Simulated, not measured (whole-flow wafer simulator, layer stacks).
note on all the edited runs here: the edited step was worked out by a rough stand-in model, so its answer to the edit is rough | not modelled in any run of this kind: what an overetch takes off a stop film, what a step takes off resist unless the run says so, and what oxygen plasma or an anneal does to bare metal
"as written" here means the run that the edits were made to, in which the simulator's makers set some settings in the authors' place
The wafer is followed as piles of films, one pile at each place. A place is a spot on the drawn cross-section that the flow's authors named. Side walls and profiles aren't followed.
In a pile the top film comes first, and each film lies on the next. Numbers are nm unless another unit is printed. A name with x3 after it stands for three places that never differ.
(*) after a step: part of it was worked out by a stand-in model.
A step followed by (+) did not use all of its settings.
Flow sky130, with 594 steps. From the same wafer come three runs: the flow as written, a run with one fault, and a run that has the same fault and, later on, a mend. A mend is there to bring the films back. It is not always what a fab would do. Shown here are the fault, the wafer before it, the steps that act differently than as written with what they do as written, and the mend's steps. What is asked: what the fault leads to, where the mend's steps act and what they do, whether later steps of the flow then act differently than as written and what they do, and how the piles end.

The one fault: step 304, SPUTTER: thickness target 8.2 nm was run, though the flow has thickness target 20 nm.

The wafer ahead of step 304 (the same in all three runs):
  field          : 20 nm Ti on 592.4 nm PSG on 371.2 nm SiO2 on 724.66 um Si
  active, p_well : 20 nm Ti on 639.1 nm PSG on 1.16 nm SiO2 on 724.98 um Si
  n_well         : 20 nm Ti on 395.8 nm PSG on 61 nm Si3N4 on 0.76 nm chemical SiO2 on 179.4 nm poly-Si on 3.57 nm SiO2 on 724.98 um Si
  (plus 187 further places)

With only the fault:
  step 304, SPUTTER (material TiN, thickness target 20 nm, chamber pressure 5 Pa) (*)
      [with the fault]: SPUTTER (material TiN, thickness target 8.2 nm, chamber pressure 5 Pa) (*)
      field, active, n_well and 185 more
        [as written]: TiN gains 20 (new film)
        [with the fault]: TiN gains 8.2 (new film)
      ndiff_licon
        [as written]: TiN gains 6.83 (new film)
        [with the fault]: TiN gains 2.85 (new film)
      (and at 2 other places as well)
  Later steps of the flow acting differently than as written (10 other steps are not shown; they differ only slightly, by no more than 2% or 0.5 nm, whichever is larger):
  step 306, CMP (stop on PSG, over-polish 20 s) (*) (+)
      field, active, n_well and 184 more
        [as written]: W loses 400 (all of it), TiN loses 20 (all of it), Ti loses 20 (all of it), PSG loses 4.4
        [with the fault]: W loses 400 (all of it), TiN loses 8.2 (all of it), Ti loses 20 (all of it), PSG loses 4.4
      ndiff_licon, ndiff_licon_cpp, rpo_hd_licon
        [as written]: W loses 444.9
        [with the fault]: W loses 433.1
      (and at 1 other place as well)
  The piles end different from the flow's at poly_licon, ndiff_licon, ndiff_licon_cpp, rpo_hd_licon by more than 2% or 0.5 nm, whichever is larger.
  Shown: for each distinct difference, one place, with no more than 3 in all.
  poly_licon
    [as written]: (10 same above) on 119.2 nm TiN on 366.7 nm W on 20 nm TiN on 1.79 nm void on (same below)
    [with the fault]: (10 same above) on 119.2 nm TiN on 378.5 nm W on 8.2 nm TiN on 1.79 nm void on (same below)
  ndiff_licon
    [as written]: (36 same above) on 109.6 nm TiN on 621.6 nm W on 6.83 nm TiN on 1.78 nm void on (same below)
    [with the fault]: (36 same above) on 109.6 nm TiN on 625.6 nm W on 2.85 nm TiN on 1.78 nm void on (same below)
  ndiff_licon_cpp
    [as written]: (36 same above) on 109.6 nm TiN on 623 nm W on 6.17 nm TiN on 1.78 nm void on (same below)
    [with the fault]: (36 same above) on 109.6 nm TiN on 626.6 nm W on 2.58 nm TiN on 1.78 nm void on (same below)

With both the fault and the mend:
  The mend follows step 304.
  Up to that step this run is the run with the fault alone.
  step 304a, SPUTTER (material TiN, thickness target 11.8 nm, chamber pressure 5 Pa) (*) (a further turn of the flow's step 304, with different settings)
      field, active, n_well and 185 more
        TiN gains 11.8
      ndiff_licon
        TiN gains 3.98
      ndiff_licon_cpp
        TiN gains 3.6
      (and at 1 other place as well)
  Later steps of the flow that are run all act as written at every place that is followed, up to a difference of at most 2% or 0.5 nm, whichever is larger.
  When the end is reached, the piles differ only a little from the flow's at the places that both follow, at most by 2% or 0.5 nm, whichever is larger.
